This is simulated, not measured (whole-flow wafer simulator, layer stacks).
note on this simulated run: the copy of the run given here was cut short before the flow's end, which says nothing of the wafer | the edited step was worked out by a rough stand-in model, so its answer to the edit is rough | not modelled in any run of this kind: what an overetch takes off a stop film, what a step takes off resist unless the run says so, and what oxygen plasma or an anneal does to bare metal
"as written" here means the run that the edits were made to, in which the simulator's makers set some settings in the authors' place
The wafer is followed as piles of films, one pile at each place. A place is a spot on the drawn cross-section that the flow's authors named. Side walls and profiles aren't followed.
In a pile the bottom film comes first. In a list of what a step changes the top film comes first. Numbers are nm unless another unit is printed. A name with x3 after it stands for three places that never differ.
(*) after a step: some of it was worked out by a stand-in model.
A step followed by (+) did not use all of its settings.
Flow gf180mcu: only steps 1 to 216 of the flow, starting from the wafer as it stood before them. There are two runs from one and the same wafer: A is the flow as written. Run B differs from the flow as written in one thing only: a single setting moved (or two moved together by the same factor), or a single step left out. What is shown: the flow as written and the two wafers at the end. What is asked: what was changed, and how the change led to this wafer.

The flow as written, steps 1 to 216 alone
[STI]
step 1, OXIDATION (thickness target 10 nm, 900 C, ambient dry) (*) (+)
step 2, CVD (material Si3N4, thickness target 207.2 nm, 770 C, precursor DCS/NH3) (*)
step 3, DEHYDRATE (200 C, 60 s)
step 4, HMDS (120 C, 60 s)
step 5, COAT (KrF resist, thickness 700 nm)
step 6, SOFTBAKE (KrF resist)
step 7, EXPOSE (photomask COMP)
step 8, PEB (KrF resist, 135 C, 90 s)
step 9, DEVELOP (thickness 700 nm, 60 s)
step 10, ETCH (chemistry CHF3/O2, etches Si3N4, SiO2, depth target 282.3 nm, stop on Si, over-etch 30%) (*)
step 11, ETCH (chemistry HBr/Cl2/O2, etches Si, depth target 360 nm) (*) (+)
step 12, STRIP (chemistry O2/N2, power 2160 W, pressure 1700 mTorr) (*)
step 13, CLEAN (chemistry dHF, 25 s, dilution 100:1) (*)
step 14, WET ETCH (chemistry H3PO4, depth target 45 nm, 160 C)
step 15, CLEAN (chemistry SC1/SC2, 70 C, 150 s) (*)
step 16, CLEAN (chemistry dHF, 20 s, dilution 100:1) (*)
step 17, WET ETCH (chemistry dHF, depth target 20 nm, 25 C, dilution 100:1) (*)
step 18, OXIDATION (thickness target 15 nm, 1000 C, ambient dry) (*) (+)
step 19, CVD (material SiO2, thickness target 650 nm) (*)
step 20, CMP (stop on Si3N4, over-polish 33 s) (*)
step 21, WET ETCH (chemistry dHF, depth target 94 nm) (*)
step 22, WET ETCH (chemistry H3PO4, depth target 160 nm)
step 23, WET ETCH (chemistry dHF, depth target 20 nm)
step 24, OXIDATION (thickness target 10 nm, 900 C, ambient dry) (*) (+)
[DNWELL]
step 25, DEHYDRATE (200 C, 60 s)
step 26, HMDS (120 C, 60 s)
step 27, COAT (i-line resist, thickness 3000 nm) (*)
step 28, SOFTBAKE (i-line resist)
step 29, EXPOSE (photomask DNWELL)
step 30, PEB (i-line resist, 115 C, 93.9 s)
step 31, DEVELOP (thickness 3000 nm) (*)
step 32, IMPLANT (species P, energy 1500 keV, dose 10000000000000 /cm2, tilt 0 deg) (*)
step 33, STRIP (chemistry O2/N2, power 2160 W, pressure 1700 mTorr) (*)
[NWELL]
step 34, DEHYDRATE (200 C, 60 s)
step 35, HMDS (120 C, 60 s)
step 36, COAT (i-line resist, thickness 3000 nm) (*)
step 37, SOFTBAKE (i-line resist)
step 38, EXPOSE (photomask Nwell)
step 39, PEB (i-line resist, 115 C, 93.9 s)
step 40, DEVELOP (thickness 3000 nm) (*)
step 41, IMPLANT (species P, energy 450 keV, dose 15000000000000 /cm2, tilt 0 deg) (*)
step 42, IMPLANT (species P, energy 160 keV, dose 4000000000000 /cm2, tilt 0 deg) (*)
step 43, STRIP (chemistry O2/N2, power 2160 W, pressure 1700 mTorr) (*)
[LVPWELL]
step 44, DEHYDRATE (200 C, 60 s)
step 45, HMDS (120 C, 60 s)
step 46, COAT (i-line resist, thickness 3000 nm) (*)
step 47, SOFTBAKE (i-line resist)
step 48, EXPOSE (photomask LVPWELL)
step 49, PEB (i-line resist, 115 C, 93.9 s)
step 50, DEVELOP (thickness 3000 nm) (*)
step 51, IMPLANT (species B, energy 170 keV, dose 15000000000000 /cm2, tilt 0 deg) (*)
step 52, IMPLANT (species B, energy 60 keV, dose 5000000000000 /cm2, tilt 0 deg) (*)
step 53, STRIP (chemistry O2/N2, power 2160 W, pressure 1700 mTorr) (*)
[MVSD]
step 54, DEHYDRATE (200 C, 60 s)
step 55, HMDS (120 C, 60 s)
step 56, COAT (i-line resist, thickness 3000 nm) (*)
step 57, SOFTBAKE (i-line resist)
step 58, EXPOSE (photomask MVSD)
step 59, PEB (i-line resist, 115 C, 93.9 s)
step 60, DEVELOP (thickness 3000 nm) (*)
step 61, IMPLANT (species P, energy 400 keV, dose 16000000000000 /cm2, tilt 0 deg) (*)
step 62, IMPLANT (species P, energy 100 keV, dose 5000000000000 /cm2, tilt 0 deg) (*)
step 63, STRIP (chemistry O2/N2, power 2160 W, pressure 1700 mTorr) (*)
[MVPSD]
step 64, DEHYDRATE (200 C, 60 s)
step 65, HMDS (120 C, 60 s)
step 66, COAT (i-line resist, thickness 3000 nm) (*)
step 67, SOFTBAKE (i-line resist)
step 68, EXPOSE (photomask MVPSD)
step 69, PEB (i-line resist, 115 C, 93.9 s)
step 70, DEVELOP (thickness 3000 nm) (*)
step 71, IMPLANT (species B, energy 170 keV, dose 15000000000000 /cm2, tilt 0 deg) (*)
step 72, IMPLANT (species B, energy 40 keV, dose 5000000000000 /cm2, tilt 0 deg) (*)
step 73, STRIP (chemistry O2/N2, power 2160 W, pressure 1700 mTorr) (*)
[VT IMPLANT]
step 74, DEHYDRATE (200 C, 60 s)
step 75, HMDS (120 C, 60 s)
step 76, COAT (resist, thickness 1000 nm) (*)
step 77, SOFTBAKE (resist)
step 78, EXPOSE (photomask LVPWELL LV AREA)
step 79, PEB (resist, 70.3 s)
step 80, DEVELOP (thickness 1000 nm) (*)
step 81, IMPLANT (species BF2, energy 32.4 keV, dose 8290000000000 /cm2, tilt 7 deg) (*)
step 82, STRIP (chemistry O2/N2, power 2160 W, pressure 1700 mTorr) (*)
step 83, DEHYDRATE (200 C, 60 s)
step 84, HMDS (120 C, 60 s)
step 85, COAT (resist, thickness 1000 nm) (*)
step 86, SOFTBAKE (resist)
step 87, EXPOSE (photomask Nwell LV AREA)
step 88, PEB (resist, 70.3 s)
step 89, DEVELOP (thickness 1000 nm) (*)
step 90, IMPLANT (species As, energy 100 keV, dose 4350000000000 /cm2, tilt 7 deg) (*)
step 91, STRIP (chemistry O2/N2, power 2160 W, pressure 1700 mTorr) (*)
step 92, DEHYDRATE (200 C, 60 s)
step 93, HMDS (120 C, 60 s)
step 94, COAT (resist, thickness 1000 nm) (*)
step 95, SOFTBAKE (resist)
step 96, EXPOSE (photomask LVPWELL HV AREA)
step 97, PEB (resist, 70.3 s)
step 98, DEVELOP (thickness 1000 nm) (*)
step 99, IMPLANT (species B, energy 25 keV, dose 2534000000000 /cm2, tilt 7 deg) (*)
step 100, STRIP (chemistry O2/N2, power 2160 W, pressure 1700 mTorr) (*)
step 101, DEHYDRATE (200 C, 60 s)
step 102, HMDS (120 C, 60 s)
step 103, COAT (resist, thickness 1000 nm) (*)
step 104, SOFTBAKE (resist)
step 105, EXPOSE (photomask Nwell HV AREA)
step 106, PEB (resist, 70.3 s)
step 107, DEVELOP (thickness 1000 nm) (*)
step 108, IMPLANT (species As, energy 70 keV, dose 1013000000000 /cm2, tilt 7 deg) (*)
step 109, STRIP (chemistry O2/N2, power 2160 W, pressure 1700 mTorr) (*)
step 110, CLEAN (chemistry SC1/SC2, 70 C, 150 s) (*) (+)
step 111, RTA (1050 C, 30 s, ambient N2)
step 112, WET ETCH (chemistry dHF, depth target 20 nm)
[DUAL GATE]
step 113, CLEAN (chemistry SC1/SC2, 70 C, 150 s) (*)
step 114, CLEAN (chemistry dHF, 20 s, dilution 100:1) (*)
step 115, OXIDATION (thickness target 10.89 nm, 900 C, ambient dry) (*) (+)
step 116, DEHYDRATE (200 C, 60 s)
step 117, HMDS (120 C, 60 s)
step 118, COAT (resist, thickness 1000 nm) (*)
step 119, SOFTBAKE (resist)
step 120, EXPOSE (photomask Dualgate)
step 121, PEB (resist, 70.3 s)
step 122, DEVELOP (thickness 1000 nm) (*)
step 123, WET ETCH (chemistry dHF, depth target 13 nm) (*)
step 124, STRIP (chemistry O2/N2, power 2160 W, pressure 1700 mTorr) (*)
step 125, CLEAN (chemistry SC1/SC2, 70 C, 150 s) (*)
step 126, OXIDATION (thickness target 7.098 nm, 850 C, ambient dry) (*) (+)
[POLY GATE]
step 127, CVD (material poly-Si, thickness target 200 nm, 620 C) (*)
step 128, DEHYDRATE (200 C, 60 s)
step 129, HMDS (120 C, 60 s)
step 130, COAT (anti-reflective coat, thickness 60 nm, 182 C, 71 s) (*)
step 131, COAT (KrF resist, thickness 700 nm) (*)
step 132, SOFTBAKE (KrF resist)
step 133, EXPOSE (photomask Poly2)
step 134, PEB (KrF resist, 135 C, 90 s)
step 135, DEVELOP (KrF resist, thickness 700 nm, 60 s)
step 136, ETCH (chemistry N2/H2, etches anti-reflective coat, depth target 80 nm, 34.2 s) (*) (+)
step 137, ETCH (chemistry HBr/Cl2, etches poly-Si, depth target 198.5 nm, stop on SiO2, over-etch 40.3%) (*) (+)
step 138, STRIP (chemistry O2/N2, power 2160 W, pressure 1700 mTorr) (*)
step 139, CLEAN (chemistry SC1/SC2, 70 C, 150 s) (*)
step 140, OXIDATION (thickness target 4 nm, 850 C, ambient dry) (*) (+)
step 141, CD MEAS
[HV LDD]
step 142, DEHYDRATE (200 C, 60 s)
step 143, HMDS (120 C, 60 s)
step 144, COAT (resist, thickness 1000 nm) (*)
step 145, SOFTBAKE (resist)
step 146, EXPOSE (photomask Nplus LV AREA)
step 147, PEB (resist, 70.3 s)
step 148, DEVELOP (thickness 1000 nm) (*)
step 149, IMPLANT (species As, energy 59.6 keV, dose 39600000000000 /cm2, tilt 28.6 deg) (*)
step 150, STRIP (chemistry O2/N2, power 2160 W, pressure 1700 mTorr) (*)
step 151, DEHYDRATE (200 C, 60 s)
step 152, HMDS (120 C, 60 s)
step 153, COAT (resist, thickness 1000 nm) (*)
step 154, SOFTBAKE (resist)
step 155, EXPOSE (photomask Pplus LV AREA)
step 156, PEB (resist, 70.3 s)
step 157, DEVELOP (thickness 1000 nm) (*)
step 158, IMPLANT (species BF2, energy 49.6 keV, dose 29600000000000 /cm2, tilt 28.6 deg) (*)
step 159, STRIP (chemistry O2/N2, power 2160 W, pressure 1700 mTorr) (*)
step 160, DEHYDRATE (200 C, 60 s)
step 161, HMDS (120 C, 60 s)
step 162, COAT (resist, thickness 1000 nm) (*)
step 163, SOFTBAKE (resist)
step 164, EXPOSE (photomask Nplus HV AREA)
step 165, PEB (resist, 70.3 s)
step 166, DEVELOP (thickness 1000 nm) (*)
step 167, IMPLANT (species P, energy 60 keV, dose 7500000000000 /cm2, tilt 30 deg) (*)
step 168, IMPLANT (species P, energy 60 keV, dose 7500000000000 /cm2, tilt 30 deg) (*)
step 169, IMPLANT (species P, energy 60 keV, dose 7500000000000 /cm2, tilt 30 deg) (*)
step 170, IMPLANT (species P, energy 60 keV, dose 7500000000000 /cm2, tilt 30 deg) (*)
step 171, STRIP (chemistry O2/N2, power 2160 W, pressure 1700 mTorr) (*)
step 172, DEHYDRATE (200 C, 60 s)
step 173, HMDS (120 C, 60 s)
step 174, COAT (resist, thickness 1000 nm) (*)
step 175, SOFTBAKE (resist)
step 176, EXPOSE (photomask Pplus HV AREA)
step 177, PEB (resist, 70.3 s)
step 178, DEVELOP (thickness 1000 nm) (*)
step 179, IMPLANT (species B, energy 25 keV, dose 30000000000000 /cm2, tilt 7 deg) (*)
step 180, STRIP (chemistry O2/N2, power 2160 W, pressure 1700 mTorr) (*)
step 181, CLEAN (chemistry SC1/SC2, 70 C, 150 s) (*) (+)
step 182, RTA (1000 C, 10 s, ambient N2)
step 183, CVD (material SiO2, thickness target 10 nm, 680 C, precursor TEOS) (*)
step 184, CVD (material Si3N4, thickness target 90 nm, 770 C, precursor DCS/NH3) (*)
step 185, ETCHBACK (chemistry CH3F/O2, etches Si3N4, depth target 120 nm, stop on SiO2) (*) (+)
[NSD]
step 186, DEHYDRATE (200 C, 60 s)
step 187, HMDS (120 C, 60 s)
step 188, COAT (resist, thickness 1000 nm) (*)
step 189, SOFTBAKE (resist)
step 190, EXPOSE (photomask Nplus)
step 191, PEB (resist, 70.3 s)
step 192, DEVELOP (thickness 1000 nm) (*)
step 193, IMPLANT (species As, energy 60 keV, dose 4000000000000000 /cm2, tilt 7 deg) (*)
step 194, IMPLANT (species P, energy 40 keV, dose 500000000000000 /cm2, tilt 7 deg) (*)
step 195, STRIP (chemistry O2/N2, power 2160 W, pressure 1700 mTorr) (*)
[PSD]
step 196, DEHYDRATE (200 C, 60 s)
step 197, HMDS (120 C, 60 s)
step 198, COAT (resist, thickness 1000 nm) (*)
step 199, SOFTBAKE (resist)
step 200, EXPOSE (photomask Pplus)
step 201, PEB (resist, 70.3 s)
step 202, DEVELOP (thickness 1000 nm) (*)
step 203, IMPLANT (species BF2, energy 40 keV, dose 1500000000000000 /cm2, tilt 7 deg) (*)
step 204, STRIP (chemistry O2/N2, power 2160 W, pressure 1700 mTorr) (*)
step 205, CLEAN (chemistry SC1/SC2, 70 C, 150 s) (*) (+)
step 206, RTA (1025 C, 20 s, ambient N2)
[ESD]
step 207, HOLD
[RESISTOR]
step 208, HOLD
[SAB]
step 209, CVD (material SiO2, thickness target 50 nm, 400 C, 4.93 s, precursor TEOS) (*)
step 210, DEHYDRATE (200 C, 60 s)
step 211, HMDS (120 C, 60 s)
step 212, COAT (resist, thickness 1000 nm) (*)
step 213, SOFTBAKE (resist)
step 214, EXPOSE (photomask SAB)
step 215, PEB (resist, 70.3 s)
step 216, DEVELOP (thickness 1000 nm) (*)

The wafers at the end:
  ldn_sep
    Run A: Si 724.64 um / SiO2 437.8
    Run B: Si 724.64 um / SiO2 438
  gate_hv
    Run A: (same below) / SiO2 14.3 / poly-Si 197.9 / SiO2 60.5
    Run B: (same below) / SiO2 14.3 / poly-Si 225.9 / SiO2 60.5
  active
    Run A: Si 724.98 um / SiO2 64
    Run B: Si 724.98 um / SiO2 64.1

The reason: step 127, CVD: thickness target 228 nm was run, while the flow as written has thickness target 200 nm.

Step by step, how the change led to this:
  step 127, CVD (material poly-Si, thickness target 200 nm, 620 C) (*)
      field, field__w1, field__w2 and 89 more: A +200 poly-Si (new film) | B +228 poly-Si (new film)
  step 137, ETCH (chemistry HBr/Cl2, etches poly-Si, depth target 198.5 nm, stop on SiO2, over-etch 40.3%) (*) (+)
      field__w3, field__w12, field_sub and 14 more: A -199 poly-Si (all of it), -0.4 SiO2 | B -227 poly-Si (all of it), -0.26 SiO2
      field__w6, sti, m1 and 11 more: A -198.8 poly-Si (all of it), -0.4 SiO2 | B -226.8 poly-Si (all of it), -0.26 SiO2
      (as well as at 33 more places)
  step 144, COAT (resist, thickness 1000 nm) (*)
      polyc_n, polyc_p: A +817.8 resist (new film) | B +794.4 resist (new film)
      gate: A +837.3 resist (new film) | B +814.1 resist (new film)
      (as well as at 24 more places)
  step 145, SOFTBAKE (resist)
      field__w1: A +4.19 resist | B +4.93 resist
      field__w6: A +6.03 resist | B +7.12 resist
      (as well as at 50 more places)
  step 148, DEVELOP (thickness 1000 nm) (*)
      gate: A -822.7 resist (all of it) | B -799.4 resist (all of it)
      npoly_u: A -821.5 resist (all of it) | B -799 resist (all of it)
      (as well as at 3 more places)
  step 150, STRIP (chemistry O2/N2, power 2160 W, pressure 1700 mTorr) (*)
      gate_hv: A -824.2 resist (all of it) | B -802.2 resist (all of it)
      gate_p: A -828.7 resist (all of it) | B -806 resist (all of it)
      (as well as at 21 more places)
  step 153, COAT (resist, thickness 1000 nm) (*)
      polyc_n, polyc_p: A +817.8 resist (new film) | B +794.4 resist (new film)
      gate: A +837.3 resist (new film) | B +814.1 resist (new film)
      (as well as at 24 more places)
  step 154, SOFTBAKE (resist)
      field__w1: A +4.19 resist | B +4.93 resist
      field__w6: A +6.03 resist | B +7.12 resist
      (as well as at 50 more places)
  step 157, DEVELOP (thickness 1000 nm) (*)
      gate_p: A -828.7 resist (all of it) | B -806 resist (all of it)
      ppoly_u: A -827 resist (all of it) | B -805.2 resist (all of it)
      (as well as at 3 more places)
  step 159, STRIP (chemistry O2/N2, power 2160 W, pressure 1700 mTorr) (*)
      gate: A -822.7 resist (all of it) | B -799.4 resist (all of it)
      gate_hv: A -824.2 resist (all of it) | B -802.2 resist (all of it)
      (as well as at 21 more places)
  step 162, COAT (resist, thickness 1000 nm) (*)
      polyc_n, polyc_p: A +817.8 resist (new film) | B +794.4 resist (new film)
      gate: A +837.3 resist (new film) | B +814.1 resist (new film)
      (as well as at 24 more places)
  step 163, SOFTBAKE (resist)
      field__w1: A +4.19 resist | B +4.93 resist
      field__w6: A +6.03 resist | B +7.12 resist
      (as well as at 50 more places)
  step 166, DEVELOP (thickness 1000 nm) (*)
      gate_hv: A -824.2 resist (all of it) | B -802.2 resist (all of it)
      gate_nat: A -854.5 resist (all of it) | B -836.8 resist (all of it)
      (as well as at 7 more places)
  step 171, STRIP (chemistry O2/N2, power 2160 W, pressure 1700 mTorr) (*)
      gate: A -822.7 resist (all of it) | B -799.4 resist (all of it)
      gate_p: A -828.7 resist (all of it) | B -806 resist (all of it)
      (as well as at 17 more places)
  step 174, COAT (resist, thickness 1000 nm) (*)
      polyc_n, polyc_p: A +817.8 resist (new film) | B +794.4 resist (new film)
      gate: A +837.3 resist (new film) | B +814.1 resist (new film)
      (as well as at 24 more places)
  step 175, SOFTBAKE (resist)
      field__w1: A +4.19 resist | B +4.93 resist
      field__w6: A +6.03 resist | B +7.12 resist
      (as well as at 50 more places)
  ... another 13 steps ...
  step 216, DEVELOP (thickness 1000 nm) (*)
      gate: A -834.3 resist (all of it) | B -812.9 resist (all of it)
      gate_hv: A -836.1 resist (all of it) | B -816.1 resist (all of it)
      (as well as at 18 more places)
